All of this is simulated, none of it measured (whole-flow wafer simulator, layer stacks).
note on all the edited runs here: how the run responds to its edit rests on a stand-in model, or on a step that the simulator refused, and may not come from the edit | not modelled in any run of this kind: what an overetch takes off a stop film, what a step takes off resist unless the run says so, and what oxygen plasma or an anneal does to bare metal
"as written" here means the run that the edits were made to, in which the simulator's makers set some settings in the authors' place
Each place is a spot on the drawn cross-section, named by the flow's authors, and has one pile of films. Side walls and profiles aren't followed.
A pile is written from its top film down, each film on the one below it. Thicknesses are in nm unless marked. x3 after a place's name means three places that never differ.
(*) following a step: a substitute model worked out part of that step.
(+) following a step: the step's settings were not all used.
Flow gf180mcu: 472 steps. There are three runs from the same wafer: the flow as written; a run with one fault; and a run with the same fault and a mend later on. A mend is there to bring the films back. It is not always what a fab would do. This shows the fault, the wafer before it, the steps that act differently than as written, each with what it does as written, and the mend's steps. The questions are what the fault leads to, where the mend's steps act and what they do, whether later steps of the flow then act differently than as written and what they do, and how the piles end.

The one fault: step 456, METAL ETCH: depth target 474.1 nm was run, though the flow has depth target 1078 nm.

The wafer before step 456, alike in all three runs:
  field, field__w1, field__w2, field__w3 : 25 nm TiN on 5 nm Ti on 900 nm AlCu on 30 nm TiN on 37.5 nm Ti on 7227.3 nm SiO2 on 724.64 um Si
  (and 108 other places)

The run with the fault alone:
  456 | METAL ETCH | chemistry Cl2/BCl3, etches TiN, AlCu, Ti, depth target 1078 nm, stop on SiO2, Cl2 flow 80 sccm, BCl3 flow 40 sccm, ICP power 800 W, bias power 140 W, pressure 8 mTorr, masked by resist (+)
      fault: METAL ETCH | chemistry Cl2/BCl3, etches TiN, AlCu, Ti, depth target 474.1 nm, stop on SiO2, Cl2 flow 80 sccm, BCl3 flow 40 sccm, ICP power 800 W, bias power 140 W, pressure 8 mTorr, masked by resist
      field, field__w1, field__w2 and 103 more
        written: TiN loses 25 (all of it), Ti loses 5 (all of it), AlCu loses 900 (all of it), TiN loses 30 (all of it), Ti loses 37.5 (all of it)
        fault: TiN loses 25 (all of it), Ti loses 5 (all of it), AlCu loses 444.1
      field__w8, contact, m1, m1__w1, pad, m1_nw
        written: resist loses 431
        fault: resist loses 189.6
  Steps later in the flow that act otherwise than as written:
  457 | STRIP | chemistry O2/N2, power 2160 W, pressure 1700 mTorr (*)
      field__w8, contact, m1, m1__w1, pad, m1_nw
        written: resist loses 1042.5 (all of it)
        fault: resist loses 1283.8 (all of it)
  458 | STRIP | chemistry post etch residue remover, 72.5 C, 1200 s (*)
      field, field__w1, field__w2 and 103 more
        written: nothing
        fault: AlCu loses 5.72
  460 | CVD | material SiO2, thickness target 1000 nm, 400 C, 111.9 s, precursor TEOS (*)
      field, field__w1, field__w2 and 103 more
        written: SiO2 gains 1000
        fault: SiO2 gains 1000 (new film)
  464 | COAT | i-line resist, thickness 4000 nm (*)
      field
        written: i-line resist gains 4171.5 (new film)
        fault: i-line resist gains 4067.8 (new film)
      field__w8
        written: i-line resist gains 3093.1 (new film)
        fault: i-line resist gains 3557.3 (new film)
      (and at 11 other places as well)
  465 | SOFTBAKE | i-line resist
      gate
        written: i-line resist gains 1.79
        fault: i-line resist loses 1.22
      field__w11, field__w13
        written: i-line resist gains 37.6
        fault: i-line resist gains 14
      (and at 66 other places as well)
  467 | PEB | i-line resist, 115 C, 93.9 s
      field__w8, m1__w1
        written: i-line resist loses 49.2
        fault: i-line resist loses 58.7
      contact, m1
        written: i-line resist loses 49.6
        fault: i-line resist loses 58.9
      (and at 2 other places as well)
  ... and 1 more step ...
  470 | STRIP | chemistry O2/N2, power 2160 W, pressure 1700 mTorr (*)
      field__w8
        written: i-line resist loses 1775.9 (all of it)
        fault: i-line resist loses 2272.2 (all of it)
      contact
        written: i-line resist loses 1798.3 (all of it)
        fault: i-line resist loses 2279.7 (all of it)
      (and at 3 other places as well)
  By the end, the piles at field, field__w1, field__w2 and 103 more depart from the flow's by more than 2% or 0.5 nm, whichever is larger.
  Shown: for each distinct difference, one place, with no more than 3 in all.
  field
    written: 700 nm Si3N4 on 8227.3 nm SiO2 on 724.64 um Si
    fault: 700 nm Si3N4 on 1000 nm SiO2 on 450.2 nm AlCu on 30 nm TiN on 37.5 nm Ti on 7227.3 nm SiO2 on 724.64 um Si
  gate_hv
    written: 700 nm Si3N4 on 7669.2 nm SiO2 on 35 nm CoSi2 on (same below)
    fault: 700 nm Si3N4 on 1000 nm SiO2 on 450.2 nm AlCu on 30 nm TiN on 37.5 nm Ti on 6669.2 nm SiO2 on 35 nm CoSi2 on (same below)
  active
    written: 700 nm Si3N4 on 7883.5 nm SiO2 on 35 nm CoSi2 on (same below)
    fault: 700 nm Si3N4 on 1000 nm SiO2 on 450.2 nm AlCu on 30 nm TiN on 37.5 nm Ti on 6883.5 nm SiO2 on 35 nm CoSi2 on (same below)

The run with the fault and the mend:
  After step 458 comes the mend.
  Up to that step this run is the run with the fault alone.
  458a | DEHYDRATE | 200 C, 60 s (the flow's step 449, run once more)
      alters no film at any place that is followed
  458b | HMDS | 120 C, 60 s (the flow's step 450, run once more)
      alters no film at any place that is followed
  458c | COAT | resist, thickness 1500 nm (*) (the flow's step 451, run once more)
      iso_ptap_pw, iso_ntap_nw, iso_nw_fld and 33 more
        resist gains 1500 (new film)
      field__w10, field_sub, field_sub__w1 and 7 more
        resist gains 1506.4 (new film)
      ld_acc_n, ld_fp_n, ld_drift_n, ld_drn_n, sd_p_hv, gate_p_hv, nw_enc_fld__w1
        resist gains 1506.5 (new film)
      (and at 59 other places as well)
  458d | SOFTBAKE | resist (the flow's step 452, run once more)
      field__w2, field__w3
        resist loses 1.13
      field__w7, ld_gate_n
        resist loses 0.73
      field__w9, ld_body_p_dnw
        resist loses 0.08
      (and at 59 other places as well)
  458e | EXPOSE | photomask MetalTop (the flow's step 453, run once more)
      alters no film at any place that is followed
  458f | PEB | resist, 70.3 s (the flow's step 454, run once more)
      field__w2, field__w3, field__w5 and 45 more
        resist loses 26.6
      iso_ptap_pw, iso_ntap_nw, iso_nw_fld and 33 more
        resist loses 26.5
      gate_hv, sd_p, gate_p, nw_enc_fld_lv__w3, polyc_n, polyc_n_rim, polyc_p_rim
        resist loses 27
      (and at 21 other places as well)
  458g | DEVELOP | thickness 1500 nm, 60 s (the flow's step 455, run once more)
      iso_ptap_pw, iso_ntap_nw, iso_nw_fld and 33 more
        resist loses 1473.5 (all of it)
      field__w7, field__w11, field__w13 and 6 more
        resist loses 1480.1 (all of it)
      field__w6, field_sub__w4, ld_fp_p, ld_drift_p, ld_drn_p, ld_body_p_dnw
        resist loses 1479.6 (all of it)
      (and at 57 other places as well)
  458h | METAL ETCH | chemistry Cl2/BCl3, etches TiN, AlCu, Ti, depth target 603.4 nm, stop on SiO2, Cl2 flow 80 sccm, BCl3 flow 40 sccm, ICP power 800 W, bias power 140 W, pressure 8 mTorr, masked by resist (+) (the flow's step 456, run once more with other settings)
      field, field__w1, field__w2 and 103 more
        AlCu loses 450.2 (all of it), TiN loses 30 (all of it), Ti loses 37.5 (all of it)
      field__w8, contact, m1, m1__w1, pad, m1_nw
        resist loses 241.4
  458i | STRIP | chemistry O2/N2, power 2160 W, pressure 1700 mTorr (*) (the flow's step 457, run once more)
      field__w8
        resist loses 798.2 (all of it)
      contact
        resist loses 797.1 (all of it)
      m1
        resist loses 797.2 (all of it)
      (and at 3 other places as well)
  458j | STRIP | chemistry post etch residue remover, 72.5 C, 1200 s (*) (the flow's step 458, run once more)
      field__w8, contact, m1, m1__w1, pad, m1_nw
        TiN loses 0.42
  Every later step of the flow that is run acts as written, at every place that is followed, to within 2% or 0.5 nm, whichever is larger.
  When the end is reached, the piles differ only a little from the flow's at the places that both follow, at most by 2% or 0.5 nm, whichever is larger.
